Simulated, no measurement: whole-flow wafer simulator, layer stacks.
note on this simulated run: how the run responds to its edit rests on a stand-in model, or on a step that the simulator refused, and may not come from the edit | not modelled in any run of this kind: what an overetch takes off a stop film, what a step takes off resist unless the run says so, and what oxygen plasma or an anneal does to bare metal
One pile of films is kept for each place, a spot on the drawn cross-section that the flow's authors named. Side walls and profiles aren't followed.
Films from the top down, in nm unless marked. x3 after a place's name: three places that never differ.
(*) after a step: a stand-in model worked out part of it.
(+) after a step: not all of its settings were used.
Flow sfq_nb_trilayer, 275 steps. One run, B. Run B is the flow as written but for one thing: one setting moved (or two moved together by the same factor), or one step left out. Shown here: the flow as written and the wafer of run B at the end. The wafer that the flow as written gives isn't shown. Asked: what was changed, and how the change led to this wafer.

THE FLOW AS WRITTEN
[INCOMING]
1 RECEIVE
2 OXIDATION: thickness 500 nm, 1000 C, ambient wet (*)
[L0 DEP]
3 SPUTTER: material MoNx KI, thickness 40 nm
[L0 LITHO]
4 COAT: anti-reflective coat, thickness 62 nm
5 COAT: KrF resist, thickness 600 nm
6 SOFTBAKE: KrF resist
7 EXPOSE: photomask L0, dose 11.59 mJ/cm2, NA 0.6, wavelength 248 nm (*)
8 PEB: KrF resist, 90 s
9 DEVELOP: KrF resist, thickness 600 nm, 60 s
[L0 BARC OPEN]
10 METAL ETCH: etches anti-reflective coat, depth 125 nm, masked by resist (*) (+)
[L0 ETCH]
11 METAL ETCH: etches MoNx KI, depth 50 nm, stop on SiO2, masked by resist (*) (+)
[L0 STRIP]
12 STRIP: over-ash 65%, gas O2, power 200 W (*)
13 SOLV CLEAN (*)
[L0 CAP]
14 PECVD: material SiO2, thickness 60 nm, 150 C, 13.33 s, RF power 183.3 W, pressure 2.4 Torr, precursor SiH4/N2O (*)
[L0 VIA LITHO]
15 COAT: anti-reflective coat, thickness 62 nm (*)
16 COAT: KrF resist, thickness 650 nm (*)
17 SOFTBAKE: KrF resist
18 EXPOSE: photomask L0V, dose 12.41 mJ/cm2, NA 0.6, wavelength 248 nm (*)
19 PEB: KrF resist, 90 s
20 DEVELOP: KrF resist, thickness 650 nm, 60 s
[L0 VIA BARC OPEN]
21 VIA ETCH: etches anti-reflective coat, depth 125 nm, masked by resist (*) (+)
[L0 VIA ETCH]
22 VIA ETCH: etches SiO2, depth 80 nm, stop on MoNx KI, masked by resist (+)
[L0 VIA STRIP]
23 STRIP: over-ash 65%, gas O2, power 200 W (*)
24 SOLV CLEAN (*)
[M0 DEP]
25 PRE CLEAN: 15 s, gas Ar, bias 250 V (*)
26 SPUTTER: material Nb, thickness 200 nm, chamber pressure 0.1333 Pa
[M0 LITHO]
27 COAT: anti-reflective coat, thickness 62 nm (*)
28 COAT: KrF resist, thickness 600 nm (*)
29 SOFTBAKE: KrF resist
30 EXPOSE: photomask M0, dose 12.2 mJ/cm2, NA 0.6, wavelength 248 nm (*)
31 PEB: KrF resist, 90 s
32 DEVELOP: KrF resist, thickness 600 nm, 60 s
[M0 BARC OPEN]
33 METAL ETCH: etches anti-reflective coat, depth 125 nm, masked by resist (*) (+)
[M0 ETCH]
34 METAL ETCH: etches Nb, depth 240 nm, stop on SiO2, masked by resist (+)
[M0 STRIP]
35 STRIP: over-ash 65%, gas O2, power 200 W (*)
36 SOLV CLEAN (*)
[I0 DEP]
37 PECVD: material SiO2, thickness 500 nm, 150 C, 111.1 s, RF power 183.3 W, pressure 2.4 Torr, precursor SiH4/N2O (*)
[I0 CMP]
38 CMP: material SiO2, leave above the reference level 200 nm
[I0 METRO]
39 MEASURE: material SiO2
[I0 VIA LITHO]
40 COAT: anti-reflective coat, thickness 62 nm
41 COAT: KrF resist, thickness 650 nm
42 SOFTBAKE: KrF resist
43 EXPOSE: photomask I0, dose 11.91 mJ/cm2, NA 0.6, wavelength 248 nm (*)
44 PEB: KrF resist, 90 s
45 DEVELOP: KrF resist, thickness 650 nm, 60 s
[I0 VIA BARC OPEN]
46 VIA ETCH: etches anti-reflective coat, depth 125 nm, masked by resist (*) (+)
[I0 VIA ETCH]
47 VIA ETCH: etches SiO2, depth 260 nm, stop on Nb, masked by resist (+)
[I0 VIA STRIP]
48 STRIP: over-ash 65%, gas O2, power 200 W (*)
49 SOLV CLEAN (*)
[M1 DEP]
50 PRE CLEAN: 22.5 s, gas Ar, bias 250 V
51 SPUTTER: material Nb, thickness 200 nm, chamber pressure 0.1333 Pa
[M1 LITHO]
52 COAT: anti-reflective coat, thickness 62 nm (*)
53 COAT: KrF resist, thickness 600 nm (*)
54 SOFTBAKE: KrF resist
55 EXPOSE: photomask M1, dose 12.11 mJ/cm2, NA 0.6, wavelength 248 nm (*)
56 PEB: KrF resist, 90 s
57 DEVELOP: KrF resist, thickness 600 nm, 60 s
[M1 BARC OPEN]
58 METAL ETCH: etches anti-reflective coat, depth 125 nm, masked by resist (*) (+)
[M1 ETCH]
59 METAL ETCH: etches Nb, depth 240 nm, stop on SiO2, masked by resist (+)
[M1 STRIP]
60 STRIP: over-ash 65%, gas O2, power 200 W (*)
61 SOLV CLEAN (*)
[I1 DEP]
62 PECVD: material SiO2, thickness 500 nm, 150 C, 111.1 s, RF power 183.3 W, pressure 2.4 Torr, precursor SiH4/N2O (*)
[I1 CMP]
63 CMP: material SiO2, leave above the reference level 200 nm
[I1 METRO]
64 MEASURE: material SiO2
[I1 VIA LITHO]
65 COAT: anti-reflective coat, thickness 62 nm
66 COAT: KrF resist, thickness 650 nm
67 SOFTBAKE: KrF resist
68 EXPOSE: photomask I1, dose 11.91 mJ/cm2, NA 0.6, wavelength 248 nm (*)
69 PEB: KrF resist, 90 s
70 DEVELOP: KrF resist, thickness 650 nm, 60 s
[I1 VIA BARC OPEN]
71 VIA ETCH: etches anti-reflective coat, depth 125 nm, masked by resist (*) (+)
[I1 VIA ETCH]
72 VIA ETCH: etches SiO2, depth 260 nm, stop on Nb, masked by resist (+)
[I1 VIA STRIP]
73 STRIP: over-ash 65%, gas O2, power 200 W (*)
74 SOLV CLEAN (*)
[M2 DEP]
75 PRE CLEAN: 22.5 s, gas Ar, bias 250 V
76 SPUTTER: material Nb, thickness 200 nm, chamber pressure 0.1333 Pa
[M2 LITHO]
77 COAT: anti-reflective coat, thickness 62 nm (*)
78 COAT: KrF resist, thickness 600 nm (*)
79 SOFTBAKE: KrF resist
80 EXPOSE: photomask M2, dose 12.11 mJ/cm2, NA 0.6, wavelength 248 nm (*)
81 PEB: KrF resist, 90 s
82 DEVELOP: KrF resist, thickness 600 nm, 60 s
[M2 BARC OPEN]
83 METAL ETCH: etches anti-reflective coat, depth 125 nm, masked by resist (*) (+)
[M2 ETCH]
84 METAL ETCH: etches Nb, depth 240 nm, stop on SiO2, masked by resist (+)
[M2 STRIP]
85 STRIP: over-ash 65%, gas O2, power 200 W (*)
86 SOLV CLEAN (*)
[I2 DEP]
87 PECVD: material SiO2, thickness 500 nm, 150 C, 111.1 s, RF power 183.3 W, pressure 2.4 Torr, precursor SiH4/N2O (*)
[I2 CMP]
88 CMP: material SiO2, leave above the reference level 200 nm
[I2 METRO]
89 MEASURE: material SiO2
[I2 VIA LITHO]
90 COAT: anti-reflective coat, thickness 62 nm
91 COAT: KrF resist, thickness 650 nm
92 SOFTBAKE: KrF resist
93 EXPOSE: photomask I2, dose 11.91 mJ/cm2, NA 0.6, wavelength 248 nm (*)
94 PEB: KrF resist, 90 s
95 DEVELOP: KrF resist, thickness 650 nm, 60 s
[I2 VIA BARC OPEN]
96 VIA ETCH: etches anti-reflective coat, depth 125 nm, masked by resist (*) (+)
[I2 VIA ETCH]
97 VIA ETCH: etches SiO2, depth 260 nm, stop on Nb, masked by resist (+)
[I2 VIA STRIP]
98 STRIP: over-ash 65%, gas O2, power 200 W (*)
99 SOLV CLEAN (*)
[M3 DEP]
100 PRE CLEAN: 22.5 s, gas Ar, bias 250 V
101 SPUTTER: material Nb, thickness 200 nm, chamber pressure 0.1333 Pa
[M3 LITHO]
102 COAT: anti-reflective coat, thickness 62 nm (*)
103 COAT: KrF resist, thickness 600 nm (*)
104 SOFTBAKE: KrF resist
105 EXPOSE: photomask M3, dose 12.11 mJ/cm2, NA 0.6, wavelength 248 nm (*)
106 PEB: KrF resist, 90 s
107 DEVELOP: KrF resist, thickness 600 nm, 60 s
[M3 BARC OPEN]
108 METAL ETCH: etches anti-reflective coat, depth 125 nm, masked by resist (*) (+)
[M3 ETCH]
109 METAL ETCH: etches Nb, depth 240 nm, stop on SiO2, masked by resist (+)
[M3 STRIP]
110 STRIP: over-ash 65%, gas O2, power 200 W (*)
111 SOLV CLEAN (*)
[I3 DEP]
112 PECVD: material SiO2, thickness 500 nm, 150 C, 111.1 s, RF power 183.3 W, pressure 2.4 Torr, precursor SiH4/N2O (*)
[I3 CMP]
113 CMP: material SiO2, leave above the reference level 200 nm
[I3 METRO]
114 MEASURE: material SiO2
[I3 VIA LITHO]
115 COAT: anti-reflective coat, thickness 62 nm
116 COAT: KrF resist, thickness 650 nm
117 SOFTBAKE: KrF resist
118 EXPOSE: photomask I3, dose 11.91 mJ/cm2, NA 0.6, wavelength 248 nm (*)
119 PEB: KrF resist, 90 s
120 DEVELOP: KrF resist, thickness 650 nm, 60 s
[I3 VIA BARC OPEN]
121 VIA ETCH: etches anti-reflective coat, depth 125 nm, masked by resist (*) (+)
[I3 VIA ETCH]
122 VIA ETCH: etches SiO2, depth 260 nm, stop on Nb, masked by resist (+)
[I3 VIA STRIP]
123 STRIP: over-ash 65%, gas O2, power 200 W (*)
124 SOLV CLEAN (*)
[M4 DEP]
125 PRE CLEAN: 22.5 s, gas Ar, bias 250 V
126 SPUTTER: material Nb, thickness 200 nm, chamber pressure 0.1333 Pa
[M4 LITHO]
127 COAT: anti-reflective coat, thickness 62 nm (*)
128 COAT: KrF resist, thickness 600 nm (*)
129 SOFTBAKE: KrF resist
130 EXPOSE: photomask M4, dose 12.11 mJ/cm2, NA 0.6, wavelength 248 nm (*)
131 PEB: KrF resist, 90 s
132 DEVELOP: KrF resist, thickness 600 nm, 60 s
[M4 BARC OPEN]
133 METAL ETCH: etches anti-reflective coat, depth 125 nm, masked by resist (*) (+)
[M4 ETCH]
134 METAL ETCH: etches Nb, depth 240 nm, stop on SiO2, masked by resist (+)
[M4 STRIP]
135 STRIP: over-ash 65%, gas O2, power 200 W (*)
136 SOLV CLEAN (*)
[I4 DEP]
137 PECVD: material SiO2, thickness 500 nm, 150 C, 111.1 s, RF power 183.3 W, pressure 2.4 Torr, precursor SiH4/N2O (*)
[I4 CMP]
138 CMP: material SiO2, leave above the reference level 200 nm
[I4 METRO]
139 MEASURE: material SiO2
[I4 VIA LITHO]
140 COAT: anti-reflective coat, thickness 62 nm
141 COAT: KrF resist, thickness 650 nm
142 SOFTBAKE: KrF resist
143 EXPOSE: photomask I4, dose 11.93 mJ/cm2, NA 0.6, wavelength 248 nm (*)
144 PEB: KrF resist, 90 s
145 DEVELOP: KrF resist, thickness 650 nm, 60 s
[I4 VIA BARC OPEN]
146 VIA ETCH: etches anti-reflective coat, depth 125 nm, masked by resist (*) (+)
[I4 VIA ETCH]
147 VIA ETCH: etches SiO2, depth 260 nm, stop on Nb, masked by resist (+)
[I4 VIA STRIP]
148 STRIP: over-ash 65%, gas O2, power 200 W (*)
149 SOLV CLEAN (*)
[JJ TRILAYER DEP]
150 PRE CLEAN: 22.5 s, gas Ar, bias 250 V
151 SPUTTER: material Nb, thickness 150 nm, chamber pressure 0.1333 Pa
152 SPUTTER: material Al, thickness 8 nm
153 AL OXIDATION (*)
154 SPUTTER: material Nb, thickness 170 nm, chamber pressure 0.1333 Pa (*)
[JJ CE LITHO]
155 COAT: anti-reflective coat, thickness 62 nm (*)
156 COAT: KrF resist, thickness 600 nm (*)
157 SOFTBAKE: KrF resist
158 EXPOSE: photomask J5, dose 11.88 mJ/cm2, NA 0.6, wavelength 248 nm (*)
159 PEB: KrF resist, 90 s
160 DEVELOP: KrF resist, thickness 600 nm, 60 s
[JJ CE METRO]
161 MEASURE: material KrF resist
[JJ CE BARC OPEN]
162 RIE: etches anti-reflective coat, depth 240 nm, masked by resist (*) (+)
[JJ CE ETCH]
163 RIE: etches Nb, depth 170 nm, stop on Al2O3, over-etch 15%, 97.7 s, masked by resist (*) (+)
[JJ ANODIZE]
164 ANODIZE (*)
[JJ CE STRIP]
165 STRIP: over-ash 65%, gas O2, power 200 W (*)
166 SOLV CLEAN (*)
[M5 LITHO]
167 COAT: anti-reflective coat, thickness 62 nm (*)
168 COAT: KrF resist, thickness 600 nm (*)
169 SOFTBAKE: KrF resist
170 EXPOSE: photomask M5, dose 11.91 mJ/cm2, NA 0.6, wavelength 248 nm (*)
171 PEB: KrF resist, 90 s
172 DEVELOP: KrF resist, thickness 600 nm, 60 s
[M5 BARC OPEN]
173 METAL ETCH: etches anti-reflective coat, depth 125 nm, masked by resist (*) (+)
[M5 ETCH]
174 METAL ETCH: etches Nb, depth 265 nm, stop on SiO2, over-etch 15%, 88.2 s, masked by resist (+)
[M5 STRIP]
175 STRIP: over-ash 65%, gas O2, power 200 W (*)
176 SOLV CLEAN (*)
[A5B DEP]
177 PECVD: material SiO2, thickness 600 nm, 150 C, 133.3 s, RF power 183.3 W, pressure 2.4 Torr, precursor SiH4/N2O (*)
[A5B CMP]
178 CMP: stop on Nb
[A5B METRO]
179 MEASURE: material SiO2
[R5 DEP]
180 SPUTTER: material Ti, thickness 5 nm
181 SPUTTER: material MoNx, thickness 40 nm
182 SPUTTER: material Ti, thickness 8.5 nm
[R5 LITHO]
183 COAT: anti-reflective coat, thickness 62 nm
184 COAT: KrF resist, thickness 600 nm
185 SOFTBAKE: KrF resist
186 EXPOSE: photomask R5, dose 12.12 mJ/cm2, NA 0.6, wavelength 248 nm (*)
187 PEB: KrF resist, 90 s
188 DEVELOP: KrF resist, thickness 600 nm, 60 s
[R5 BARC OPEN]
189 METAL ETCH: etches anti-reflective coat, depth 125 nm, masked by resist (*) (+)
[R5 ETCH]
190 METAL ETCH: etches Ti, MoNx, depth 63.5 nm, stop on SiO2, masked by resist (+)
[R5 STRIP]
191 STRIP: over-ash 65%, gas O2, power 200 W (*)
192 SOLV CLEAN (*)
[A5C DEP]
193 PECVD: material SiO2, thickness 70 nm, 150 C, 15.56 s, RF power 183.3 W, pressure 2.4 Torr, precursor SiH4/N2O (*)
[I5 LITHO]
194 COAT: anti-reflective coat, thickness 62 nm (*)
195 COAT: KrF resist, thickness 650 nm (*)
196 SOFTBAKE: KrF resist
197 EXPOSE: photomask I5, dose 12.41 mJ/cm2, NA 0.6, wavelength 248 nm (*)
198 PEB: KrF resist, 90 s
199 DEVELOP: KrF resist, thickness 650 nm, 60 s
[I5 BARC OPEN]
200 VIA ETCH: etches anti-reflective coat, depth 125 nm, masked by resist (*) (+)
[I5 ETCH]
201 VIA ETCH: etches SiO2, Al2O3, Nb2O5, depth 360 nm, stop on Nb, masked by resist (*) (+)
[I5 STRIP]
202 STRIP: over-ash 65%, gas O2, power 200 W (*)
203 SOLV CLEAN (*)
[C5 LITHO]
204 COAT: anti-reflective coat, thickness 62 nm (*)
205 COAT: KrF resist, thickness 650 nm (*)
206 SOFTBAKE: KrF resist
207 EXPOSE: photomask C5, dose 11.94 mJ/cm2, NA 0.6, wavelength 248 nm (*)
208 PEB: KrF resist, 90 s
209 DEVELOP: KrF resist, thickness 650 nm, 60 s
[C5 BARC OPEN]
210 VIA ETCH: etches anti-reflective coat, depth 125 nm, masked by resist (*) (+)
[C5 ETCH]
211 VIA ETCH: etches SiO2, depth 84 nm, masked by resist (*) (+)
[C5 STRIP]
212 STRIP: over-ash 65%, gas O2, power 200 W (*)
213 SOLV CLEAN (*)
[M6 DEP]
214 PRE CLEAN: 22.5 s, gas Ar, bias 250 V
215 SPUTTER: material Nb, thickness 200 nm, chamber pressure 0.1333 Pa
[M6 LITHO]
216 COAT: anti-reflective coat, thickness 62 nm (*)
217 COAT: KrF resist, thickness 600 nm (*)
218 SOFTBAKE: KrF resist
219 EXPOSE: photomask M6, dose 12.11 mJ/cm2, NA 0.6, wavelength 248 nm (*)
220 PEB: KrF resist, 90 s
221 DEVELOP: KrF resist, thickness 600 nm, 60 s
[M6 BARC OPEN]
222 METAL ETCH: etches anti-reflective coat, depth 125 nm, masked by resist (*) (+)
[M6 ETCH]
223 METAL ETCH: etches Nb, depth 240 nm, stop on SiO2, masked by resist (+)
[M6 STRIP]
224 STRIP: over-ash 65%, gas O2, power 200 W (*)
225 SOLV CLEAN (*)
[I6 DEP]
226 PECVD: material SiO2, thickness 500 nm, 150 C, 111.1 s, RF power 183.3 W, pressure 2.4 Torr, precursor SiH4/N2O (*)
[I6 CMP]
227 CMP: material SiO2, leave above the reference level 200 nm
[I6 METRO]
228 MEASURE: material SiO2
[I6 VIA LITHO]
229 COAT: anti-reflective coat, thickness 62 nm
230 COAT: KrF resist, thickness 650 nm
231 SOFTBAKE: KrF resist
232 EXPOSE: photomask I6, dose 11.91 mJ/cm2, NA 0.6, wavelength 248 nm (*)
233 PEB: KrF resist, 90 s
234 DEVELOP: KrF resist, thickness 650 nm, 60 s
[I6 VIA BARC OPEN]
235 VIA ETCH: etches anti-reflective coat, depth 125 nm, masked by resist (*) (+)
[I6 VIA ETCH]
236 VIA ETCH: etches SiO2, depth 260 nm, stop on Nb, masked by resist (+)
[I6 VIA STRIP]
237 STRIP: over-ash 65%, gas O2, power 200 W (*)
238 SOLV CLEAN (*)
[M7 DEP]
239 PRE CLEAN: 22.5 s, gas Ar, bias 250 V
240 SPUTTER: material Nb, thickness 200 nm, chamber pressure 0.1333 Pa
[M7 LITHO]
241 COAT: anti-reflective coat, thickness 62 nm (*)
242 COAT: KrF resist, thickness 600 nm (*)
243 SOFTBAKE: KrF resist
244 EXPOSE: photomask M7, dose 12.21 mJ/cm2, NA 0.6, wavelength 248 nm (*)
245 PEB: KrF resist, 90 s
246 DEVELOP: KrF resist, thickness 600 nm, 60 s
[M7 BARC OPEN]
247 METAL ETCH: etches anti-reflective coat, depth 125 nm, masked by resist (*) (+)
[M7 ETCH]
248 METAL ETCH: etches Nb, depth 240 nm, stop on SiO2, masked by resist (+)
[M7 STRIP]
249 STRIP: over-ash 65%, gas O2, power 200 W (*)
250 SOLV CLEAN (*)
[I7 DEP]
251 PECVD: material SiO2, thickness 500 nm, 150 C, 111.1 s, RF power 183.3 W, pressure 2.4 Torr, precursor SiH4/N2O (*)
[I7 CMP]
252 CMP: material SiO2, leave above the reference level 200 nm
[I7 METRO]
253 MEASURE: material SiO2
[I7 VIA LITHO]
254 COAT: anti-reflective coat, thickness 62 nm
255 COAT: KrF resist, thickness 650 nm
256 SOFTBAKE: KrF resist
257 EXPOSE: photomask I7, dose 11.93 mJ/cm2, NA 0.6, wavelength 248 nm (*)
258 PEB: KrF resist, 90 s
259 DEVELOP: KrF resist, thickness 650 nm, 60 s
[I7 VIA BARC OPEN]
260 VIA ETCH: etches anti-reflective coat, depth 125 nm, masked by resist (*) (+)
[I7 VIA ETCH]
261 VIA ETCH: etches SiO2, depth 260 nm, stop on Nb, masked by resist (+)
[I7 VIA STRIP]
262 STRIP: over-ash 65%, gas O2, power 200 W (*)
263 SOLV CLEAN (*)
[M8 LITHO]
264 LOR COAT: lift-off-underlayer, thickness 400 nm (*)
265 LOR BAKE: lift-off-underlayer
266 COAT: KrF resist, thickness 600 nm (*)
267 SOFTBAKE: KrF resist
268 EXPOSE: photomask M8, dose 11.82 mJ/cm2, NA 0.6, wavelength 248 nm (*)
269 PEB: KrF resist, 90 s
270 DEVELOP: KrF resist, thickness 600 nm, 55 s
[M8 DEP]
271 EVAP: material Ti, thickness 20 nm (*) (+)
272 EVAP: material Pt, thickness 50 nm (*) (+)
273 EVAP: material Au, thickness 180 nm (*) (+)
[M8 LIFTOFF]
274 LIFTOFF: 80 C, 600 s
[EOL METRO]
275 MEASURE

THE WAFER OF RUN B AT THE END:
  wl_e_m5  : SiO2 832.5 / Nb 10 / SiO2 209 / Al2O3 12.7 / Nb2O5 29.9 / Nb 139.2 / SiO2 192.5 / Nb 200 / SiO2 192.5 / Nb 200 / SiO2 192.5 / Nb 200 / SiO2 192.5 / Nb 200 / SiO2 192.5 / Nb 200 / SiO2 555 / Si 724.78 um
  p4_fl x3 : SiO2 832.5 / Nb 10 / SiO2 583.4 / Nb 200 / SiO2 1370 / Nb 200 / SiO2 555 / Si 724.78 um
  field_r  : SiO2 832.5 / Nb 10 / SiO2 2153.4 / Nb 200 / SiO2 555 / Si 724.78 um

The cause: step 215, SPUTTER: thickness 250 nm was run, where the flow has thickness 200 nm.

How the change led to this, step by step:
  215 SPUTTER: material Nb, thickness 200 nm, chamber pressure 0.1333 Pa
      field_l, v_sur, via_wl and 100 more: Nb +250 (new film) (as written it would be: Nb +200 (new film))
      be: Nb +183.5 (as written it would be: Nb +147.3)
      (and at 2 more places)
  216 COAT: anti-reflective coat, thickness 62 nm (*)
      be: anti-reflective coat +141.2 (new film) (as written it would be: anti-reflective coat +136.7 (new film))
  223 METAL ETCH: etches Nb, depth 240 nm, stop on SiO2, masked by resist (+)
      field_l, gap, moat and 76 more: Nb -240 (as written it would be: Nb -200 (all of it))
  224 STRIP: over-ash 65%, gas O2, power 200 W (*)
      be: KrF resist -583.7 (all of it), anti-reflective coat -141.2 (all of it) (as written it would be: KrF resist -575.8 (all of it), anti-reflective coat -136.7 (all of it))
  226 PECVD: material SiO2, thickness 500 nm, 150 C, 111.1 s, RF power 183.3 W, pressure 2.4 Torr, precursor SiH4/N2O (*)
      field_l, p4_fl x3, p4_w1 x9 and 52 more: SiO2 +500 (new film) (as written it would be: SiO2 +500)
      moat, field_r, lsp_l, ln_m5, lsp_m: SiO2 +492.3 (new film) (as written it would be: SiO2 +493.6)
      (and at 10 more places)
  227 CMP: material SiO2, leave above the reference level 200 nm
      field_l, p4_fl x3, p4_w1 x9 and 49 more: SiO2 -60 (as written it would be: SiO2 -100)
      moat, field_r, lsp_l, ln_m5, lsp_m: SiO2 -52.3 (as written it would be: SiO2 -93.6)
      (and at 9 more places)
Counting metal films that touch as one body, wl_e_m5 has 7 bodies (between them, from the top down: SiO2 209 / Al2O3 12.7 / Nb2O5 29.9; SiO2 192.5; SiO2 192.5; SiO2 192.5; SiO2 192.5; SiO2 192.5); the flow as written gives 6 bodies (between them, from the top down: SiO2 192.5; SiO2 192.5; SiO2 192.5; SiO2 192.5; SiO2 192.5).
Counting metal films that touch as one body, p4_fl x3 has 3 bodies (between them, from the top down: SiO2 583.4; SiO2 1370); the flow as written gives 2 bodies (between them, from the top down: SiO2 1370).
Counting metal films that touch as one body, field_r has 2 bodies (between them, from the top down: SiO2 2153.4); the flow as written gives 1 body.
